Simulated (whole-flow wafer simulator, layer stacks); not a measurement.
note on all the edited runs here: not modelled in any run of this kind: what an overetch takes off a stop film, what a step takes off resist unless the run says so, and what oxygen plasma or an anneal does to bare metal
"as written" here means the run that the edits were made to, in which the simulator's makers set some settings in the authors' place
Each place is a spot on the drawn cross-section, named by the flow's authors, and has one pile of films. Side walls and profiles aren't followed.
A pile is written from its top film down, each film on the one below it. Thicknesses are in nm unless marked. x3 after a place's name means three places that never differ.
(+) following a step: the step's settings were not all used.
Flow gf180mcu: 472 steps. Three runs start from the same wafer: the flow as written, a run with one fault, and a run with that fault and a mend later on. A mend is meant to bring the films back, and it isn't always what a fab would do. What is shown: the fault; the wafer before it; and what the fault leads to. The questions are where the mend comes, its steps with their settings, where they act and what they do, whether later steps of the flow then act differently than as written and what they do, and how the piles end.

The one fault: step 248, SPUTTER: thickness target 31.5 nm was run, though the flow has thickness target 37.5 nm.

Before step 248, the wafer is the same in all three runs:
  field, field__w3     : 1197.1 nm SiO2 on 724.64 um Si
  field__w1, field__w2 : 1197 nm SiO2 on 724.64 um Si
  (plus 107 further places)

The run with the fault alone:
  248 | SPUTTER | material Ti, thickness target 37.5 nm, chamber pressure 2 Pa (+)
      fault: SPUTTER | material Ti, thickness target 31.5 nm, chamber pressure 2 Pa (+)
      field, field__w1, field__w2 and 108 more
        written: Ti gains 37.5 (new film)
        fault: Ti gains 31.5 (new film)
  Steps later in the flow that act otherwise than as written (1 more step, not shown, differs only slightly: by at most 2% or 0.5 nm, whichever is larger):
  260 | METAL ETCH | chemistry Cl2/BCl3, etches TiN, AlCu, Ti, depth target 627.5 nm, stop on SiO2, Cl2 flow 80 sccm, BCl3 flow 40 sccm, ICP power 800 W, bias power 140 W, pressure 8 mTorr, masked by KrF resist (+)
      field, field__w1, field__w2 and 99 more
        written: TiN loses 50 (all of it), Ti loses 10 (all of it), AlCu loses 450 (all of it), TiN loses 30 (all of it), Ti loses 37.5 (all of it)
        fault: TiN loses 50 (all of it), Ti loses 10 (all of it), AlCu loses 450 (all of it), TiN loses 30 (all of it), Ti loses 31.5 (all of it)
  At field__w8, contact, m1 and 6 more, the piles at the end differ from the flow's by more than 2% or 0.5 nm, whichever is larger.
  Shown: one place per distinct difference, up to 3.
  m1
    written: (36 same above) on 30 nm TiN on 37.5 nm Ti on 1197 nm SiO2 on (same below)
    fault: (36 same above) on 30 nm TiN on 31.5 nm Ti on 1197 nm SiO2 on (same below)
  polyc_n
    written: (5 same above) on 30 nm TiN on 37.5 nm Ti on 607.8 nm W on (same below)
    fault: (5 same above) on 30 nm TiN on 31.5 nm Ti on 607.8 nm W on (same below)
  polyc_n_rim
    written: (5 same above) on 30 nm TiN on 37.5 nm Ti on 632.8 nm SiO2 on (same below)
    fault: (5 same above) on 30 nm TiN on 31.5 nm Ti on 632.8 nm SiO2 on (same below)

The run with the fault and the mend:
  The mend follows step 248.
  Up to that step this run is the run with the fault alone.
  248a | SPUTTER | material Ti, thickness target 6 nm, chamber pressure 2 Pa (+) (a further turn of the flow's step 248, with different settings)
      field, field__w1, field__w2 and 108 more
        Ti gains 6
  Later steps of the flow that are run all act as written at every place that is followed.
  At every place that both follow, the piles at the end match the flow's.
